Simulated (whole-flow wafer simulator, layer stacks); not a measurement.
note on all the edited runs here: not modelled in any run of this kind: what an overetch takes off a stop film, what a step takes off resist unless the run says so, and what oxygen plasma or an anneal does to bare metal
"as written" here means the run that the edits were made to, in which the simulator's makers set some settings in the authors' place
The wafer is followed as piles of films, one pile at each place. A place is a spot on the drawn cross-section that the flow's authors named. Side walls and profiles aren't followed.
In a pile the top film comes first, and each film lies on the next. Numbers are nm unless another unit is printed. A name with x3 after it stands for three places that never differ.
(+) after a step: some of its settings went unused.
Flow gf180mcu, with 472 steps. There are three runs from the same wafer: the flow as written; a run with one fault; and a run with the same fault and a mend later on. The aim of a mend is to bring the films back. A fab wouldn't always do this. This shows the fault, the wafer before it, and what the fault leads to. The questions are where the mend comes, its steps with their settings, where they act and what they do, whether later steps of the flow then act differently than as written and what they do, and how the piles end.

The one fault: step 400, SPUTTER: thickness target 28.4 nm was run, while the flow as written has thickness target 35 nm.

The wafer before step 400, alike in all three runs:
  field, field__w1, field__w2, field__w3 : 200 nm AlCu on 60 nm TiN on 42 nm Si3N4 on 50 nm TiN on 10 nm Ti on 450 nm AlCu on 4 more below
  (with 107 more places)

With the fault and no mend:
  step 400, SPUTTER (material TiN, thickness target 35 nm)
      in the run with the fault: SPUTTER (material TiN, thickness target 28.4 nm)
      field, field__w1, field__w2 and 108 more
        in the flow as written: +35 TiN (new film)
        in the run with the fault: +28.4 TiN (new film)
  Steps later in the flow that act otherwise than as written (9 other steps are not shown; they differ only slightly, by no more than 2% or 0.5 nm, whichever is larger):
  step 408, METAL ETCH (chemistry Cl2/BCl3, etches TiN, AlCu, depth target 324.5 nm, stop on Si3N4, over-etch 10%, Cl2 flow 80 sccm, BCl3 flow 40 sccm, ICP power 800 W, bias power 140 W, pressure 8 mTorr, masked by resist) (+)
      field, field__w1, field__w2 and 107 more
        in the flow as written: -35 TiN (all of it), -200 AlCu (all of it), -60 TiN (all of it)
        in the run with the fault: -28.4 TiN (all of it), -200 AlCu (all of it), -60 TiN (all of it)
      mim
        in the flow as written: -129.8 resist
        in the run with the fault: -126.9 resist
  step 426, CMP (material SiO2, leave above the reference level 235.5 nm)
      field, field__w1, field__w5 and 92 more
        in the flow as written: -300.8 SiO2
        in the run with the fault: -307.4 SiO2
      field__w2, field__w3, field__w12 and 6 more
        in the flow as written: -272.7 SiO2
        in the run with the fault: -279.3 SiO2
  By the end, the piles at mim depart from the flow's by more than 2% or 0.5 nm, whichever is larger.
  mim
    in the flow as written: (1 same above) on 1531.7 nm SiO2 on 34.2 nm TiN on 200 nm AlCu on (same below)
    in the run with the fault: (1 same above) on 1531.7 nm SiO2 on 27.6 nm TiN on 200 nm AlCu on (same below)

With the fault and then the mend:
  The mend stands after step 400.
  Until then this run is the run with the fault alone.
  step 400a, SPUTTER (material TiN, thickness target 6.6 nm) (the flow's step 400 again, with other settings)
      field, field__w1, field__w2 and 108 more
        +6.6 TiN
  Every later step of the flow that is run acts as written at every place that is followed.
  By the end, the piles equal the flow's at every place that both follow.
